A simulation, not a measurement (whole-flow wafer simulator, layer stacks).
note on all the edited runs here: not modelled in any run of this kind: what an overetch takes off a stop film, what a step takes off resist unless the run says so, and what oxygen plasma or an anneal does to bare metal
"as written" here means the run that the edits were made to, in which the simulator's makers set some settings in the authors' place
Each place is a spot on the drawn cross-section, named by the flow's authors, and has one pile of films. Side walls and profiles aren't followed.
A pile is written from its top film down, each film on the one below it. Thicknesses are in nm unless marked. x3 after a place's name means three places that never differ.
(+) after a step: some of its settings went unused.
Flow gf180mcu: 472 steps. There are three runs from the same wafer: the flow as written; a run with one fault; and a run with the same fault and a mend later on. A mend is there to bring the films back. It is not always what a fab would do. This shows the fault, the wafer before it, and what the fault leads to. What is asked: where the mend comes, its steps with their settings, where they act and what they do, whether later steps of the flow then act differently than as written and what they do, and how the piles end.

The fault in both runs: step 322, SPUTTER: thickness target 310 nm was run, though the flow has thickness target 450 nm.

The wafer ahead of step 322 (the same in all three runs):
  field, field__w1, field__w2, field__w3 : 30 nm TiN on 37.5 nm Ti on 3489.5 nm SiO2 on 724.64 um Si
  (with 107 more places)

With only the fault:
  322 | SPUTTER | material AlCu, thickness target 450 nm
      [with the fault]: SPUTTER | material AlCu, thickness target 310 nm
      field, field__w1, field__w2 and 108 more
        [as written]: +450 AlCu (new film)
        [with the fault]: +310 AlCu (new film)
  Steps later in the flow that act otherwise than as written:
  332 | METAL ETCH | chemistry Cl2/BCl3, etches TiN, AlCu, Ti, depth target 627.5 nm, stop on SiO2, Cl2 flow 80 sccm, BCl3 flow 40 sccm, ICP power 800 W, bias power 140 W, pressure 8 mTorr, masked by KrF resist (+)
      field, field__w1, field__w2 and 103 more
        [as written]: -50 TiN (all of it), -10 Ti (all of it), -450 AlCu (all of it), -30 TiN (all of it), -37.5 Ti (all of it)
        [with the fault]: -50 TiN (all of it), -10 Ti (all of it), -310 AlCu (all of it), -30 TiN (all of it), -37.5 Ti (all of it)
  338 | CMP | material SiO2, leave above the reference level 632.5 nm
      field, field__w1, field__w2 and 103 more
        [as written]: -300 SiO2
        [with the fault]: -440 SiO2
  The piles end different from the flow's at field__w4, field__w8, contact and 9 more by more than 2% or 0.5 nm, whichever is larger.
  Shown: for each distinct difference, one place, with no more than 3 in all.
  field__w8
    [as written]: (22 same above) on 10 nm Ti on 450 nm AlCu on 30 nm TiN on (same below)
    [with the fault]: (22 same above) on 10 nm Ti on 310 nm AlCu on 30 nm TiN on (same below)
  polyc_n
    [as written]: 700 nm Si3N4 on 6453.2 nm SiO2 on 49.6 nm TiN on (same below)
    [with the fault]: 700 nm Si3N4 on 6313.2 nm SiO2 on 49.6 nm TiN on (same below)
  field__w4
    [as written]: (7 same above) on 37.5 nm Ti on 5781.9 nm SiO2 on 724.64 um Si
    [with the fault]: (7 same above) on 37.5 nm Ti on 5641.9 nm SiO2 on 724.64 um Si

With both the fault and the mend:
  The mend stands after step 322.
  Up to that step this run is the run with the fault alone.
  322a | SPUTTER | material AlCu, thickness target 140 nm (the flow's step 322, run once more with other settings)
      field, field__w1, field__w2 and 108 more
        +140 AlCu
  None of the later steps of the flow acts differently than as written at any place that is followed.
  At every place that both follow, the piles at the end match the flow's.
